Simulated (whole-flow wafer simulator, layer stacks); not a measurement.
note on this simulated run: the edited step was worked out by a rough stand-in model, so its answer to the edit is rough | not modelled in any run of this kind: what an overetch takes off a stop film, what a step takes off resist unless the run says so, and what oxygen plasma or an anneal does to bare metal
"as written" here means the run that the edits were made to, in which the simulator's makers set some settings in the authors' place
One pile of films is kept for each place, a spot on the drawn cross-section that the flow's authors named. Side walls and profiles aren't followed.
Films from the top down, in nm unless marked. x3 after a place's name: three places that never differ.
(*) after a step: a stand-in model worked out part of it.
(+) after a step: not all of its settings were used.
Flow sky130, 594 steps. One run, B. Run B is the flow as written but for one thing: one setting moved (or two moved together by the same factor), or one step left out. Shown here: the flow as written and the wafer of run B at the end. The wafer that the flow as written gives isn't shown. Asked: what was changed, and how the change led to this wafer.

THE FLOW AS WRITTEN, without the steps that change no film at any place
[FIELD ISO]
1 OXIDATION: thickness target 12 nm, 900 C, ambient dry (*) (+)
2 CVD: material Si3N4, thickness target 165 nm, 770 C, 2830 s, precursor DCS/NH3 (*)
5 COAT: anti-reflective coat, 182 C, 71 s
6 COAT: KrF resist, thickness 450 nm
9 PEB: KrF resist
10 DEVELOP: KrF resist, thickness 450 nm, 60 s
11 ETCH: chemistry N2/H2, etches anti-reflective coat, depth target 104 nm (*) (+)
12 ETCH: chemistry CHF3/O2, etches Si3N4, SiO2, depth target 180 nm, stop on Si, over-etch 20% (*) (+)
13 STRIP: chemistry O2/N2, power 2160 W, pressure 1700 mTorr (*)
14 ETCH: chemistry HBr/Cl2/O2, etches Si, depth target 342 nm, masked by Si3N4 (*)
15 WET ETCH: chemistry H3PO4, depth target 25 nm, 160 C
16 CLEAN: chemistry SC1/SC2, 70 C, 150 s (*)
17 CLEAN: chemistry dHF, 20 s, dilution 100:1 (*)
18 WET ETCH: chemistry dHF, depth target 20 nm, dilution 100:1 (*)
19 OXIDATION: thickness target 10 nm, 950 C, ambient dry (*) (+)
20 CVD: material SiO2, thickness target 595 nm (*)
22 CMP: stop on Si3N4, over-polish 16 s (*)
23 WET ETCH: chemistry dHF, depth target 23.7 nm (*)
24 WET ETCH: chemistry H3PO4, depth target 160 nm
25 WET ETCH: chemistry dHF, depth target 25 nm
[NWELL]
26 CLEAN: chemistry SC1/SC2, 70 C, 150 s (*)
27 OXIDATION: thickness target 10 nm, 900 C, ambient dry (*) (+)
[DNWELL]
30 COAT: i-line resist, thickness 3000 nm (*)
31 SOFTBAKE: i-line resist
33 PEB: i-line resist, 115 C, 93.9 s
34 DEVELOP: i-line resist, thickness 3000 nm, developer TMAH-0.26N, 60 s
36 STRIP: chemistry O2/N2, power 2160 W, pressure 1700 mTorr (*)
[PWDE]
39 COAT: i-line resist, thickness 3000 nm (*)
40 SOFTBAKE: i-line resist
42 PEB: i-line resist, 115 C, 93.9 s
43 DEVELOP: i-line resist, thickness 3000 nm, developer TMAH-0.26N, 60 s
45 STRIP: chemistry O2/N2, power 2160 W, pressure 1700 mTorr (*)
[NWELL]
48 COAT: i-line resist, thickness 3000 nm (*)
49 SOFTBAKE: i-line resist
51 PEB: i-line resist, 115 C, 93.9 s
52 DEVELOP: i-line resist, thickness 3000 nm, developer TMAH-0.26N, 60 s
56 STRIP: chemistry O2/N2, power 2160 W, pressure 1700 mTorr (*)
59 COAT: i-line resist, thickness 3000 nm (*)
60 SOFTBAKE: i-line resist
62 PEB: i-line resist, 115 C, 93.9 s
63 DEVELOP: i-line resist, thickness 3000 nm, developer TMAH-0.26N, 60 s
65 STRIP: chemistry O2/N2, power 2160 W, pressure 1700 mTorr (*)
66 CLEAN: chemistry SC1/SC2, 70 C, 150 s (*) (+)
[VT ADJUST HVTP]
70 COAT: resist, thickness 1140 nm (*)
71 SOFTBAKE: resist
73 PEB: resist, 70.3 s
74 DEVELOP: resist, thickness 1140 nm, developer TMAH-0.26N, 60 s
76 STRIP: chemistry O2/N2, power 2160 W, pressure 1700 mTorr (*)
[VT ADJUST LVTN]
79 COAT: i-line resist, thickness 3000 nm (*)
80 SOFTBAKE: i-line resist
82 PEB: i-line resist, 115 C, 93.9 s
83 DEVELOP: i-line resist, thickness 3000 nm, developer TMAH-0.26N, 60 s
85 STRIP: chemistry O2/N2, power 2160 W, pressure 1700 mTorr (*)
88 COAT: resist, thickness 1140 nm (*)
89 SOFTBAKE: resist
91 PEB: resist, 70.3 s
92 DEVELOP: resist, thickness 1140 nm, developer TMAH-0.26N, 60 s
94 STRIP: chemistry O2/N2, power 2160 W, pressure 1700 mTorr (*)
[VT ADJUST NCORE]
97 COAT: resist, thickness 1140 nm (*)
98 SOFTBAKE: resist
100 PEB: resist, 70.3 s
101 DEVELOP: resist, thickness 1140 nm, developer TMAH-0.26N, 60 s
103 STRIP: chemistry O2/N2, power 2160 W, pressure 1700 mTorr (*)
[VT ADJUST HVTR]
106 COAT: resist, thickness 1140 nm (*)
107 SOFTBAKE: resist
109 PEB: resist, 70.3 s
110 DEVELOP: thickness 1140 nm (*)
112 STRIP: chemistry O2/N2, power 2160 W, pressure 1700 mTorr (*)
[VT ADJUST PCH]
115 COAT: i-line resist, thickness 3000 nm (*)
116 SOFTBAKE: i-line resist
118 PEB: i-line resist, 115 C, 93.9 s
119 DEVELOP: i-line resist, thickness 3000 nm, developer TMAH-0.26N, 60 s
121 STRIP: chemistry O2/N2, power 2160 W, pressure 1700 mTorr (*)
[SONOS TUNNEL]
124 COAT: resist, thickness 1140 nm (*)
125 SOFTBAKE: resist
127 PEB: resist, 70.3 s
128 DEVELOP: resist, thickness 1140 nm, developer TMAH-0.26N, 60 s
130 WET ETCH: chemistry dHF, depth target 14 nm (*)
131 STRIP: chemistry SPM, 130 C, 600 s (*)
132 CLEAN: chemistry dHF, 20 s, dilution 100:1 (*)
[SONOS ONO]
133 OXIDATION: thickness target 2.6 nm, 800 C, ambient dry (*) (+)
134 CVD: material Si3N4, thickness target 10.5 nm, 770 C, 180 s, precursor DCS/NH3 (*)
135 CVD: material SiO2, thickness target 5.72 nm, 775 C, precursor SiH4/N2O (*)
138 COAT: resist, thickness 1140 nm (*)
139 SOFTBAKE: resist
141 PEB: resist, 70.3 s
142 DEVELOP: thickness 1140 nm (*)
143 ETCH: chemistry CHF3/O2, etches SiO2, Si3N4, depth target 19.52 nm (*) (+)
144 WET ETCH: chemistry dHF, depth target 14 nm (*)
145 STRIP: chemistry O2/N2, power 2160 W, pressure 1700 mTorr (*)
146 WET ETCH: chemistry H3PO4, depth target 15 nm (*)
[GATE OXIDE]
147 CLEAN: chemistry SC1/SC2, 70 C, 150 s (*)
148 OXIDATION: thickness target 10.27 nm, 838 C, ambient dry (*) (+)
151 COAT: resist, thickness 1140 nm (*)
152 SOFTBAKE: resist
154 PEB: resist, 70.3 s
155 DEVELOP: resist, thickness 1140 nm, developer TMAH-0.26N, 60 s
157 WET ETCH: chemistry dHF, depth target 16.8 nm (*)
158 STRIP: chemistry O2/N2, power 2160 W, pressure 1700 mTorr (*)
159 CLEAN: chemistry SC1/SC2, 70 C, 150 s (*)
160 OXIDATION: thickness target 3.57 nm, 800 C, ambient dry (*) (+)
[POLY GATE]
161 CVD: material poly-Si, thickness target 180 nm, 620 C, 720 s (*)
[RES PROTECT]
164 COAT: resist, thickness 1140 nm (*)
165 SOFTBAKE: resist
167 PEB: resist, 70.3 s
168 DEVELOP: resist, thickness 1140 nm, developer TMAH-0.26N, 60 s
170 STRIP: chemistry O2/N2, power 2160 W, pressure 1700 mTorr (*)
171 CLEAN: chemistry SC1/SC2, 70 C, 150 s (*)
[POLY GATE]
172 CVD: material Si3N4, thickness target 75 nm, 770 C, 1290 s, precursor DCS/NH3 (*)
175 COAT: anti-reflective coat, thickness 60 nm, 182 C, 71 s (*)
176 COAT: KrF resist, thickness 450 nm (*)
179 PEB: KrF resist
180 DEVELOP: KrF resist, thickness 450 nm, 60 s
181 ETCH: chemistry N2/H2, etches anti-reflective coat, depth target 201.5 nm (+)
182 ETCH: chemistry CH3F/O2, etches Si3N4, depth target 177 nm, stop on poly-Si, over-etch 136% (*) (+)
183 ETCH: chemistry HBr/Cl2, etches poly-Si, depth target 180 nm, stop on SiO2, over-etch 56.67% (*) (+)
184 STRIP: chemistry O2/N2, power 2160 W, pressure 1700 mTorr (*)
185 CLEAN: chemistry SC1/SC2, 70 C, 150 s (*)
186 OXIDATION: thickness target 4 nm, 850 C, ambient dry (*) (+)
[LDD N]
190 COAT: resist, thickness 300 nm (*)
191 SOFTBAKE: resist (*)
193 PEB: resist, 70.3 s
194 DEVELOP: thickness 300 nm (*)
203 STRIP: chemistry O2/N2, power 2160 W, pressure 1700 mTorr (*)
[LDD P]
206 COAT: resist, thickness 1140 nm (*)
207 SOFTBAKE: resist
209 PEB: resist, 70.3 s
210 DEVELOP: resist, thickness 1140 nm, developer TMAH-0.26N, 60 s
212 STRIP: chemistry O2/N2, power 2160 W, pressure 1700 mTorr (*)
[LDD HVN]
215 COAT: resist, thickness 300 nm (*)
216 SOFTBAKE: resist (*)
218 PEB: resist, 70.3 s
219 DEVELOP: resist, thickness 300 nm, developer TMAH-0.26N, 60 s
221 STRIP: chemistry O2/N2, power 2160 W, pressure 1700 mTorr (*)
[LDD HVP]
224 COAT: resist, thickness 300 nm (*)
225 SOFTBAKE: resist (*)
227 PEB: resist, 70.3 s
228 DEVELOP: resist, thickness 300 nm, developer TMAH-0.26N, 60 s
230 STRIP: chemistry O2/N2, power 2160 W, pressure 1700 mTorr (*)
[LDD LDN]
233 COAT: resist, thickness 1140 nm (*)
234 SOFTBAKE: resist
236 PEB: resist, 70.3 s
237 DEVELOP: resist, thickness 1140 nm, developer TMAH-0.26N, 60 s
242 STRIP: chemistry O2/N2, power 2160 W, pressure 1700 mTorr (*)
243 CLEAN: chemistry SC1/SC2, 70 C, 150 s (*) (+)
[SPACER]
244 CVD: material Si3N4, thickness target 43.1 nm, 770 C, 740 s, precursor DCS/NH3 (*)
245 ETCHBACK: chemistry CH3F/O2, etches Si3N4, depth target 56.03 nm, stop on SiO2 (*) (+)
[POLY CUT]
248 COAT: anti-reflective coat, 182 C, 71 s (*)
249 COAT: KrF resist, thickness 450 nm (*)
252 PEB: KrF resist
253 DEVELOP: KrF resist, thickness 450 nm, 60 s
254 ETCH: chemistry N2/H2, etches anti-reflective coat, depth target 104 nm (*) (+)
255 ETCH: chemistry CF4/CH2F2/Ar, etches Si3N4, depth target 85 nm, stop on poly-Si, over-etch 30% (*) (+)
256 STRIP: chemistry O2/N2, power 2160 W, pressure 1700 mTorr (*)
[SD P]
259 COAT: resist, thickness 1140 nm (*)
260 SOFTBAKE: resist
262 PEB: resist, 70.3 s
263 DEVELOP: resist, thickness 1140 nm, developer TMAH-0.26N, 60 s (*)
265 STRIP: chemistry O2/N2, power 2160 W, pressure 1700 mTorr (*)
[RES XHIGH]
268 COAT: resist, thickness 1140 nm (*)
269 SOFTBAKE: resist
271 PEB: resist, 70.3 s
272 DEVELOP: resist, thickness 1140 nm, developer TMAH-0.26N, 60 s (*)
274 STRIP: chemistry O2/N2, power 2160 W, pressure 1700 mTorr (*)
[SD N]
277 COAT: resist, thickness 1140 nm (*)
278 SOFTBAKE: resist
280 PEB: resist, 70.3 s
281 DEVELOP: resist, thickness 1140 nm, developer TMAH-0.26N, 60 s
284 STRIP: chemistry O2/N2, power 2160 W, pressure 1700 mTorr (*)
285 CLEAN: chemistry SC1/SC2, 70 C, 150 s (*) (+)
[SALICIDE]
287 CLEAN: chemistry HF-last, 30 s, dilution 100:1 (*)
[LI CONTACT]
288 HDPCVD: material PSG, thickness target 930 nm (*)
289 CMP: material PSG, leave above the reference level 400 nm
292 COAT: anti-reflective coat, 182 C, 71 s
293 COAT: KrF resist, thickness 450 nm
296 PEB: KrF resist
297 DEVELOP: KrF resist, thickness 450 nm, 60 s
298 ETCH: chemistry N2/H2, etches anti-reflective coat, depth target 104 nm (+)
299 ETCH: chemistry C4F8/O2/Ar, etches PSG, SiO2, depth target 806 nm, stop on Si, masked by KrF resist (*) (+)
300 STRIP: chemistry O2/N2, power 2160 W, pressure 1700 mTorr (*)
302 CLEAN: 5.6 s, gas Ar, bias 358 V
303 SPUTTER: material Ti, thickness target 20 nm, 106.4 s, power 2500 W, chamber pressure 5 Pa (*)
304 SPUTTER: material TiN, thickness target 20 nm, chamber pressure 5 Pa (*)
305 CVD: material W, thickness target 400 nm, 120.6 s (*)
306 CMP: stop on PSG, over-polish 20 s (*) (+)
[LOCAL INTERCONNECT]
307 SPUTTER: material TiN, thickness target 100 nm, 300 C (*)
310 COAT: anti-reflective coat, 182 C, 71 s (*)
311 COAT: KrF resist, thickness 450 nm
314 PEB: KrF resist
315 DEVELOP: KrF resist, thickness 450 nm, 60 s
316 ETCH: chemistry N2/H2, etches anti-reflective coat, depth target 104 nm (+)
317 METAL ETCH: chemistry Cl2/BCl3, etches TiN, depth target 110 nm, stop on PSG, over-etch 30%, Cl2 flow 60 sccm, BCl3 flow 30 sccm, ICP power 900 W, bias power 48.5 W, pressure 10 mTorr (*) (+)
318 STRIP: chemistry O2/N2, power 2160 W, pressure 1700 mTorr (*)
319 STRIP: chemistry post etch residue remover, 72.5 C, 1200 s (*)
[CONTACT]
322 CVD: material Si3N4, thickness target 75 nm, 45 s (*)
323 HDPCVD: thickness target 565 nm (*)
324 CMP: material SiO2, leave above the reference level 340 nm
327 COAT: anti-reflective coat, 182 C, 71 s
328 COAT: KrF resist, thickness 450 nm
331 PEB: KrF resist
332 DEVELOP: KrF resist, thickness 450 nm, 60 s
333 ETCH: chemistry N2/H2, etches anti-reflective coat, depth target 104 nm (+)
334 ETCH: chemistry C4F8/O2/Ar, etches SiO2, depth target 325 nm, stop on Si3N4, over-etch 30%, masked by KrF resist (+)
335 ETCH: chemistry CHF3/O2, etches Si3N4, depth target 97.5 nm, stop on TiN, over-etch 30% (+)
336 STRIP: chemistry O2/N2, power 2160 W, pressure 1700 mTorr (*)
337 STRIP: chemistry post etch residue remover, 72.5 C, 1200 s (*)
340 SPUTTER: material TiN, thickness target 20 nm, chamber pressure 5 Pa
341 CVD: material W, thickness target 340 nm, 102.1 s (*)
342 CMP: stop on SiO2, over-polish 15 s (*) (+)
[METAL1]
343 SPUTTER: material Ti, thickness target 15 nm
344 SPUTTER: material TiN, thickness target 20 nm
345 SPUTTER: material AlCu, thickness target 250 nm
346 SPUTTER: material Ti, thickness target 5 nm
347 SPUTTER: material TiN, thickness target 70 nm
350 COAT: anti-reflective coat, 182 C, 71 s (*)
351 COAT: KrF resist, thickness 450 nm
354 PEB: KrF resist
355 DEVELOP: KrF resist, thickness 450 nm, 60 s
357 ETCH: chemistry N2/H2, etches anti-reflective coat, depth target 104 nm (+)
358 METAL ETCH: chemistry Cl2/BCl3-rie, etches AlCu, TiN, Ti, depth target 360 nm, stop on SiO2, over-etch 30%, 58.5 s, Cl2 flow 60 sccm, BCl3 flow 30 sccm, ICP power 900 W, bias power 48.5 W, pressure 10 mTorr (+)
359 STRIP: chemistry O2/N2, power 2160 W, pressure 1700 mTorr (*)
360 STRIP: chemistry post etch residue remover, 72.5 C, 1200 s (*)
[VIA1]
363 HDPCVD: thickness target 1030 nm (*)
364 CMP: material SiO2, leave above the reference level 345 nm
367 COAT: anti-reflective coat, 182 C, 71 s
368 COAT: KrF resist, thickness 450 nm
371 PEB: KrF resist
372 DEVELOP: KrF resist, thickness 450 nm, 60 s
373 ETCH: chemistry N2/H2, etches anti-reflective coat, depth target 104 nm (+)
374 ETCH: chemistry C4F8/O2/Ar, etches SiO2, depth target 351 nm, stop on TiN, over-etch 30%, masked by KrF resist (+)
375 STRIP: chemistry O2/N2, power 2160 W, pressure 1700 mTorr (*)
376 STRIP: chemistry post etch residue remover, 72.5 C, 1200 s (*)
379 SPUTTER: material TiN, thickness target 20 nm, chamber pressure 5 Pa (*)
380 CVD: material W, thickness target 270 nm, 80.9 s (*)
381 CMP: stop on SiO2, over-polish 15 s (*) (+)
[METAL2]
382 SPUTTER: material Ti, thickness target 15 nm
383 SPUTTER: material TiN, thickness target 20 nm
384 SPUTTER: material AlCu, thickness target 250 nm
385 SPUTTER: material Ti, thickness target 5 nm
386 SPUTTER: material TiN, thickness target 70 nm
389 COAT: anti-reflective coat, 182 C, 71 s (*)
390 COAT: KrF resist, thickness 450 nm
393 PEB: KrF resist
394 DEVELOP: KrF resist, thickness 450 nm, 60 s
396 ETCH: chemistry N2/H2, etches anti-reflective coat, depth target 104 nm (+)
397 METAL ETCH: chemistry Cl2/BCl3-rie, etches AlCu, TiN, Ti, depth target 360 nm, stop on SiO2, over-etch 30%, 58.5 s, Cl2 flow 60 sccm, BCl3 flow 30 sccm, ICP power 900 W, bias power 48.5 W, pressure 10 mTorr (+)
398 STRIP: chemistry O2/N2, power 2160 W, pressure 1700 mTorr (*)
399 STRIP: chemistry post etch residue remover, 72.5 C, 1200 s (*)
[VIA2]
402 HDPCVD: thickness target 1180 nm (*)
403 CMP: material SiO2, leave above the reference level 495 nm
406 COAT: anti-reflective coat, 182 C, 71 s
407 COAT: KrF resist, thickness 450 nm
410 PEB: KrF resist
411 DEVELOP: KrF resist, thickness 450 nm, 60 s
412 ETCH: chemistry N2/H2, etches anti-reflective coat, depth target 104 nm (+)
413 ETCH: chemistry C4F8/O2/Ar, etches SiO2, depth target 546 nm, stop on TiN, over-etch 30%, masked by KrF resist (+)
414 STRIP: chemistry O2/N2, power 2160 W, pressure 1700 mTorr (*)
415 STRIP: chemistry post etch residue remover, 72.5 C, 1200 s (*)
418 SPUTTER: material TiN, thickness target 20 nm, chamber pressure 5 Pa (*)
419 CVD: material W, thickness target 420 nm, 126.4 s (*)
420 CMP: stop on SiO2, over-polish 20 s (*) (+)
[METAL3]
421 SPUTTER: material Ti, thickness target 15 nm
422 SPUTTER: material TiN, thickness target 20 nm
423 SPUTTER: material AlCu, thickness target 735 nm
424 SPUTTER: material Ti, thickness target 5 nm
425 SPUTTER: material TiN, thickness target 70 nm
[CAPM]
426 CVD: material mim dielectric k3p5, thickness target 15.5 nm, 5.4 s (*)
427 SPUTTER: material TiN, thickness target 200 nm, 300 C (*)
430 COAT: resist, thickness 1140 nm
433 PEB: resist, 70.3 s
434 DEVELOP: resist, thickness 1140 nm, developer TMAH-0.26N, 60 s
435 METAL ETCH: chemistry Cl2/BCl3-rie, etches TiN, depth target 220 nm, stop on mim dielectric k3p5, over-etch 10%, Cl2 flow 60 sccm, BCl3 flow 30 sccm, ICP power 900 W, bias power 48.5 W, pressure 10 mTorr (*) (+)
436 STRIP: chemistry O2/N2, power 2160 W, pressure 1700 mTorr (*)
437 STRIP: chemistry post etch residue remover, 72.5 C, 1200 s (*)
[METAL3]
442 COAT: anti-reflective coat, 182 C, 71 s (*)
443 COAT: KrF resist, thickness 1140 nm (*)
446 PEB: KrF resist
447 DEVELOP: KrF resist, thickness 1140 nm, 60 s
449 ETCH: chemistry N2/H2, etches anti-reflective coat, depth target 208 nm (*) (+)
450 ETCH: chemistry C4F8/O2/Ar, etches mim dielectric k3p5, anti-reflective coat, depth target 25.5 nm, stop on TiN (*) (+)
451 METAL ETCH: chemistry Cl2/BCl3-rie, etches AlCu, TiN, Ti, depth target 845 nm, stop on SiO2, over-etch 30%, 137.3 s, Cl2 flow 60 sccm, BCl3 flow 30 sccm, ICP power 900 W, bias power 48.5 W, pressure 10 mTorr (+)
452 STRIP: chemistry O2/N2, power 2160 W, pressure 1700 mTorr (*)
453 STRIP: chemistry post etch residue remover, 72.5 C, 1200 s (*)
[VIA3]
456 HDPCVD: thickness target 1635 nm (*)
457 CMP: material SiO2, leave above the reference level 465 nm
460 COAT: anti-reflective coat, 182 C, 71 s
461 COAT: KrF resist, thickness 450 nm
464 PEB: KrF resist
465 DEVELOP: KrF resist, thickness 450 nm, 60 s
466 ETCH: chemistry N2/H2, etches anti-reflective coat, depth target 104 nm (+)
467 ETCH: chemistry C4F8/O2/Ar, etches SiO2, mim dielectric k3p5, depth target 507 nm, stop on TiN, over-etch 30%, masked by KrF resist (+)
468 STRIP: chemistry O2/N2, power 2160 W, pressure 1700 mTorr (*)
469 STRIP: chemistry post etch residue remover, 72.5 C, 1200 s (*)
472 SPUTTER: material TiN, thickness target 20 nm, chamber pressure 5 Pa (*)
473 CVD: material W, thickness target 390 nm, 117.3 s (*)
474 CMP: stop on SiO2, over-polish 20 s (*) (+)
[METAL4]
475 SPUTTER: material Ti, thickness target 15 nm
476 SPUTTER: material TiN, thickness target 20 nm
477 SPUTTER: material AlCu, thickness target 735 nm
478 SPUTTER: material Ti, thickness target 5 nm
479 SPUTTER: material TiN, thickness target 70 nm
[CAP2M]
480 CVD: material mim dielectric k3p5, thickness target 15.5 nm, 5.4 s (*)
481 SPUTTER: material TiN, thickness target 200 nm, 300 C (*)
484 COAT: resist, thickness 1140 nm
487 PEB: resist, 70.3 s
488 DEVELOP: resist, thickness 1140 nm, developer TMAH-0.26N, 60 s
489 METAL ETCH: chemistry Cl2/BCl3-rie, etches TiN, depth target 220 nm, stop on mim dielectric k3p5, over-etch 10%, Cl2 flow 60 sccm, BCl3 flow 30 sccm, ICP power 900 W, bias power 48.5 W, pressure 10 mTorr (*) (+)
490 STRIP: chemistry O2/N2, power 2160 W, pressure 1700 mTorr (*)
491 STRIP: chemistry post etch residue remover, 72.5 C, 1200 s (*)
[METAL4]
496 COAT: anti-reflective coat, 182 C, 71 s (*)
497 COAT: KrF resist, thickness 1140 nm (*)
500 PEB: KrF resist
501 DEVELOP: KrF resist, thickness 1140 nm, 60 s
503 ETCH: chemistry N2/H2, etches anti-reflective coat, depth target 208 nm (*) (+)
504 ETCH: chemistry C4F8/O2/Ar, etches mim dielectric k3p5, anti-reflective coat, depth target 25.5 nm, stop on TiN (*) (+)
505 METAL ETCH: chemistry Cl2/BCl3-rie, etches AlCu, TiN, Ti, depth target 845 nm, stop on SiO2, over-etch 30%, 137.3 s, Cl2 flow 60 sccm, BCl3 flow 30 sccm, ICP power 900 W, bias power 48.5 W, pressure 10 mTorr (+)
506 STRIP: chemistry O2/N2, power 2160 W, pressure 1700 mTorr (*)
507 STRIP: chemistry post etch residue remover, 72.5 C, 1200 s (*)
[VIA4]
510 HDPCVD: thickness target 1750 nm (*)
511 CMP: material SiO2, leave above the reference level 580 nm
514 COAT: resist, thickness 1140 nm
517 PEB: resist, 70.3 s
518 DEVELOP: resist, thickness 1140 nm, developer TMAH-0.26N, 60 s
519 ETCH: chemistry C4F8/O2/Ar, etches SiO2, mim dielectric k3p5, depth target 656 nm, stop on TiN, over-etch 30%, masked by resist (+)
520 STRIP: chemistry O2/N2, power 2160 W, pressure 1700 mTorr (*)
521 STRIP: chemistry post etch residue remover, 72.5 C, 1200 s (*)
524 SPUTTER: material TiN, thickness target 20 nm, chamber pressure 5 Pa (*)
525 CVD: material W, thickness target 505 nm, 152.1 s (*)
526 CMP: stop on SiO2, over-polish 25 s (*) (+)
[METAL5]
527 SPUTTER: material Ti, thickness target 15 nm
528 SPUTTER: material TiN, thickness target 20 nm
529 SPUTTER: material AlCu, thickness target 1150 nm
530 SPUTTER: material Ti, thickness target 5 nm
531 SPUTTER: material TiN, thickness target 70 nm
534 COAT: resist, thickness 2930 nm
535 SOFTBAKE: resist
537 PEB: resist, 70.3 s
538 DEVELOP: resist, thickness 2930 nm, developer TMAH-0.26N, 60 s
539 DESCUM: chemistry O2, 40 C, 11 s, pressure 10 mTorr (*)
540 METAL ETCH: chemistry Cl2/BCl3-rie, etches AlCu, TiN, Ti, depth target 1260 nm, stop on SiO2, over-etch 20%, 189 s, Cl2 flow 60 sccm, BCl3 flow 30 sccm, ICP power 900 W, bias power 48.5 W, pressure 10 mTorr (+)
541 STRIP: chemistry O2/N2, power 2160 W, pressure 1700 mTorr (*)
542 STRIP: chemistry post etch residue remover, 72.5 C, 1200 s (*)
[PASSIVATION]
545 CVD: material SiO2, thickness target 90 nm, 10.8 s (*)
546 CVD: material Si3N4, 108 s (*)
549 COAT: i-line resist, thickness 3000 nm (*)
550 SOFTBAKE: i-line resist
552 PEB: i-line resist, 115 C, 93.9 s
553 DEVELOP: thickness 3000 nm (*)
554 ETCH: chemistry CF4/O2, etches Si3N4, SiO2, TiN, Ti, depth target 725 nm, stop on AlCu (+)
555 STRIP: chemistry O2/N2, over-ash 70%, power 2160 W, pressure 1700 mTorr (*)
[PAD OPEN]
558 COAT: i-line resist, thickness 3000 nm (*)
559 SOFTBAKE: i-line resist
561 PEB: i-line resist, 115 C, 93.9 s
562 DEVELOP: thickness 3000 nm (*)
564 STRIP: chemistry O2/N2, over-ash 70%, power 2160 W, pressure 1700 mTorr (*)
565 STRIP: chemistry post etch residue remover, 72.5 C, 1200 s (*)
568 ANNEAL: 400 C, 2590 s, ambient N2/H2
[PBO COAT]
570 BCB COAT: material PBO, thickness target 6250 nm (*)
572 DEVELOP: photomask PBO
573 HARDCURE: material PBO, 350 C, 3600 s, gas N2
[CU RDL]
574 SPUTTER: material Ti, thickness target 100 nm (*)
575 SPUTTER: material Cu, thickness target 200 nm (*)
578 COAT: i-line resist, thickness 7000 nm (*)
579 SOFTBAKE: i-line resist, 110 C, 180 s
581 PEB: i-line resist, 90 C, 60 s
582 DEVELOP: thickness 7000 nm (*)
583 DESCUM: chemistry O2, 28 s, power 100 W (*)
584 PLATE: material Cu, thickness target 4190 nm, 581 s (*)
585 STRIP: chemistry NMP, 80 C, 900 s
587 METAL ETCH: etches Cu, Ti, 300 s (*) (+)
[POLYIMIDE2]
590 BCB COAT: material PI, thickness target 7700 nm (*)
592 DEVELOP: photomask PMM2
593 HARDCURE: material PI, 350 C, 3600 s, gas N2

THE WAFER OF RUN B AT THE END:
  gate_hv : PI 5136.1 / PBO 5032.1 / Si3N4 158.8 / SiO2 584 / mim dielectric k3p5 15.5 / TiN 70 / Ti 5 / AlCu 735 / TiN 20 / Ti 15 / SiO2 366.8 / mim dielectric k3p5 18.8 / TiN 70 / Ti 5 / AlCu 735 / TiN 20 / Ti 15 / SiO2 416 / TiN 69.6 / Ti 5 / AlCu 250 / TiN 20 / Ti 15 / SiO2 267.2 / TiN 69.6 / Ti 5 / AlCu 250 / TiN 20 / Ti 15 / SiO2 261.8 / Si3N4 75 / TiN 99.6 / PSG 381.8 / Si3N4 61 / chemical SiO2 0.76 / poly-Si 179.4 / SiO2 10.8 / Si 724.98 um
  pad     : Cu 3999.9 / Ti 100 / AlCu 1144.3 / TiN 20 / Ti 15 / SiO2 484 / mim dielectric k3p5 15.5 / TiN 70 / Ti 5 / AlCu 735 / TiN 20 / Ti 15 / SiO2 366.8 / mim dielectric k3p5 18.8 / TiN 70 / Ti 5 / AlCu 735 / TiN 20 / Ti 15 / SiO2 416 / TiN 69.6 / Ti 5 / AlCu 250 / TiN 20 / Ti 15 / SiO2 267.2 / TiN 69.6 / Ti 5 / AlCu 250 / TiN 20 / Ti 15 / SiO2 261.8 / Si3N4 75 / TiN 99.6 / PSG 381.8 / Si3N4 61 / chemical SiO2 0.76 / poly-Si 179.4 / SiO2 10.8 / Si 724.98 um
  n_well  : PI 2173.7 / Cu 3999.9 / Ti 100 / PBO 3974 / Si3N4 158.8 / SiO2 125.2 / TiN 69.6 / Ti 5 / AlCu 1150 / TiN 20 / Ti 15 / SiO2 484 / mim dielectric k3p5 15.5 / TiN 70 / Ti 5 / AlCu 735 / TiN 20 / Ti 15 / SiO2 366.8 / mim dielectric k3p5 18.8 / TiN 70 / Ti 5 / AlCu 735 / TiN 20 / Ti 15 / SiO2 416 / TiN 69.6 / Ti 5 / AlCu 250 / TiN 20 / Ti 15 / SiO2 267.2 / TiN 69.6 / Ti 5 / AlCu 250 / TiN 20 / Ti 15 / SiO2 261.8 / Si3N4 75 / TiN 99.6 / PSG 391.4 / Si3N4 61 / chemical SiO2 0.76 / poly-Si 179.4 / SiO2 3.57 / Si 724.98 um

The cause: step 426, CVD: thickness target 18.8 nm was run, where the flow has thickness target 15.5 nm; step 426, CVD: 6.53 s was run, where the flow has 5.4 s.
It can be read off the wafer: gate_hv has mim dielectric k3p5 18.8, and step 426 as written asks for 15.5 nm.

How the change led to this, step by step:
  426 CVD: material mim dielectric k3p5, thickness target 15.5 nm, 5.4 s (*)
      field, active, n_well and 188 more: mim dielectric k3p5 +18.8 (new film) (as written it would be: mim dielectric k3p5 +15.5 (new film))
  450 ETCH: chemistry C4F8/O2/Ar, etches mim dielectric k3p5, anti-reflective coat, depth target 25.5 nm, stop on TiN (*) (+)
      n_well, p_well, gate_hv and 104 more: KrF resist -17 (as written it would be: KrF resist -15.5)
      field, active, gate and 82 more: mim dielectric k3p5 -18.8 (all of it) (as written it would be: mim dielectric k3p5 -15.5 (all of it))
  467 ETCH: chemistry C4F8/O2/Ar, etches SiO2, mim dielectric k3p5, depth target 507 nm, stop on TiN, over-etch 30%, masked by KrF resist (+)
      m1: SiO2 -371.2 (all of it), mim dielectric k3p5 -18.8 (all of it) (as written it would be: SiO2 -374.5 (all of it), mim dielectric k3p5 -15.5 (all of it))
      via3_hole: SiO2 -370.6 (all of it), mim dielectric k3p5 -18.8 (all of it) (as written it would be: SiO2 -373.9 (all of it), mim dielectric k3p5 -15.5 (all of it))
